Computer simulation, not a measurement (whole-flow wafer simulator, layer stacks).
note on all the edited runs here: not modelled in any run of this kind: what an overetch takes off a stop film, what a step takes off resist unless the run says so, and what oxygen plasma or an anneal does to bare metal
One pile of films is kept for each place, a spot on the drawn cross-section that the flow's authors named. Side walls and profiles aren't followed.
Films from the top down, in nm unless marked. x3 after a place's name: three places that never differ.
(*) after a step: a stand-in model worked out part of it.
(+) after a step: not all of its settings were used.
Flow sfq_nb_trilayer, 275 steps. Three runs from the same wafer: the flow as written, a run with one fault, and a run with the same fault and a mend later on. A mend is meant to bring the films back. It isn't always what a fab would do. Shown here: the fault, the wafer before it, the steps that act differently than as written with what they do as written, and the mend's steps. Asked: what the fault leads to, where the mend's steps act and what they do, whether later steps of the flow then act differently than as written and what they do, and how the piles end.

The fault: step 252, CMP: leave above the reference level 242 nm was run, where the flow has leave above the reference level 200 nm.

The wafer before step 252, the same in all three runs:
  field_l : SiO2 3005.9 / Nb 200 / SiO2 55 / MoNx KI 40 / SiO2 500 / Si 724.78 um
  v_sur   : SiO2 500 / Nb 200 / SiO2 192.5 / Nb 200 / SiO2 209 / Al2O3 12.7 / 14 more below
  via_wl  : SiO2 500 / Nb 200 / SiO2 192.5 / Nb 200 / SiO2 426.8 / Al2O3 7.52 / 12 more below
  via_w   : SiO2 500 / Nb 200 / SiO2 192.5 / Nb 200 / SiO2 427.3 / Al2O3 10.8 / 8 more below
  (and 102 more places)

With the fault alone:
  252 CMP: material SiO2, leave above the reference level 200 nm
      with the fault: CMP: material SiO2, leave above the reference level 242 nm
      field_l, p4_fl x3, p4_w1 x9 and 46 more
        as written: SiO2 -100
        with the fault: SiO2 -58
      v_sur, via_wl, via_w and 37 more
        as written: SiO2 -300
        with the fault: SiO2 -258
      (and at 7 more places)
  Later steps of the flow that act differently than as written (3 more steps differ only slightly, by at most 2% or 0.5 nm, whichever is larger, and aren't shown):
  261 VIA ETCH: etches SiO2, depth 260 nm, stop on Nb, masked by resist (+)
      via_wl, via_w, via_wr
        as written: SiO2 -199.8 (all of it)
        with the fault: SiO2 -241.8 (all of it)
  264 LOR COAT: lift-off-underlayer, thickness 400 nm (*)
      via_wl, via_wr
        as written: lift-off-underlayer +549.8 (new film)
        with the fault: lift-off-underlayer +581.2 (new film)
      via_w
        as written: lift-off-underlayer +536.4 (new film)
        with the fault: lift-off-underlayer +565.1 (new film)
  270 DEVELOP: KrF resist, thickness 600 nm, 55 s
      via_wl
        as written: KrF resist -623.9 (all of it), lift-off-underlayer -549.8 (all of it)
        with the fault: KrF resist -629.1 (all of it), lift-off-underlayer -581.2 (all of it)
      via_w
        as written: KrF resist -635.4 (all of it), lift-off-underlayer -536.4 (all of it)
        with the fault: KrF resist -643.2 (all of it), lift-off-underlayer -565.1 (all of it)
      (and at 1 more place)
  At the end the piles differ from the flow's by more than 2% or 0.5 nm, whichever is larger, at v_sur, via_sp, via_v and 83 more.
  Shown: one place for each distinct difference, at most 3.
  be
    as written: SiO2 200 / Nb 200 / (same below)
    with the fault: SiO2 242 / Nb 200 / (same below)
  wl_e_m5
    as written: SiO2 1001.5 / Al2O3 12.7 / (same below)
    with the fault: SiO2 1043.5 / Al2O3 12.7 / (same below)
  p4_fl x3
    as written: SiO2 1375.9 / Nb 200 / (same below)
    with the fault: SiO2 1417.9 / Nb 200 / (same below)

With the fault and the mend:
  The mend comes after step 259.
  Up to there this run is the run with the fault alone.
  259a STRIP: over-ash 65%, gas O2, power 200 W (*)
      field_l, v_sur, via_sp and 100 more
        KrF resist -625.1 (all of it), anti-reflective coat -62 (all of it)
      via_wl, via_w, via_wr
        anti-reflective coat -62 (all of it)
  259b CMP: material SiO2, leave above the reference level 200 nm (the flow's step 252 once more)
      field_l, v_sur, via_wl and 103 more
        SiO2 -42
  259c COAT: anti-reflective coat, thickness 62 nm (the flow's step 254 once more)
      field_l, v_sur, via_wl and 103 more
        anti-reflective coat +62 (new film)
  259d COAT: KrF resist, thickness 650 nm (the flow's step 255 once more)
      field_l, v_sur, via_wl and 103 more
        KrF resist +650 (new film)
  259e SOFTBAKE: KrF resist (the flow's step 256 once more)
      changes no film at any place that is followed
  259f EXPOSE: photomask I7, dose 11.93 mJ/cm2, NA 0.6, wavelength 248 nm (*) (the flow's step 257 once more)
      changes no film at any place that is followed
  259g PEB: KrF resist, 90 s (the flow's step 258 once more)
      field_l, v_sur, via_wl and 103 more
        KrF resist -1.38
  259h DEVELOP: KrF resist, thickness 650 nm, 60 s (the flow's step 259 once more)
      field_l, v_sur, via_sp and 100 more
        KrF resist -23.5
      via_wl, via_w, via_wr
        KrF resist -648.6 (all of it)
  No later step of the flow acts differently than as written at any place that is followed.
  At the end the piles are the same as the flow's at every place that both follow.
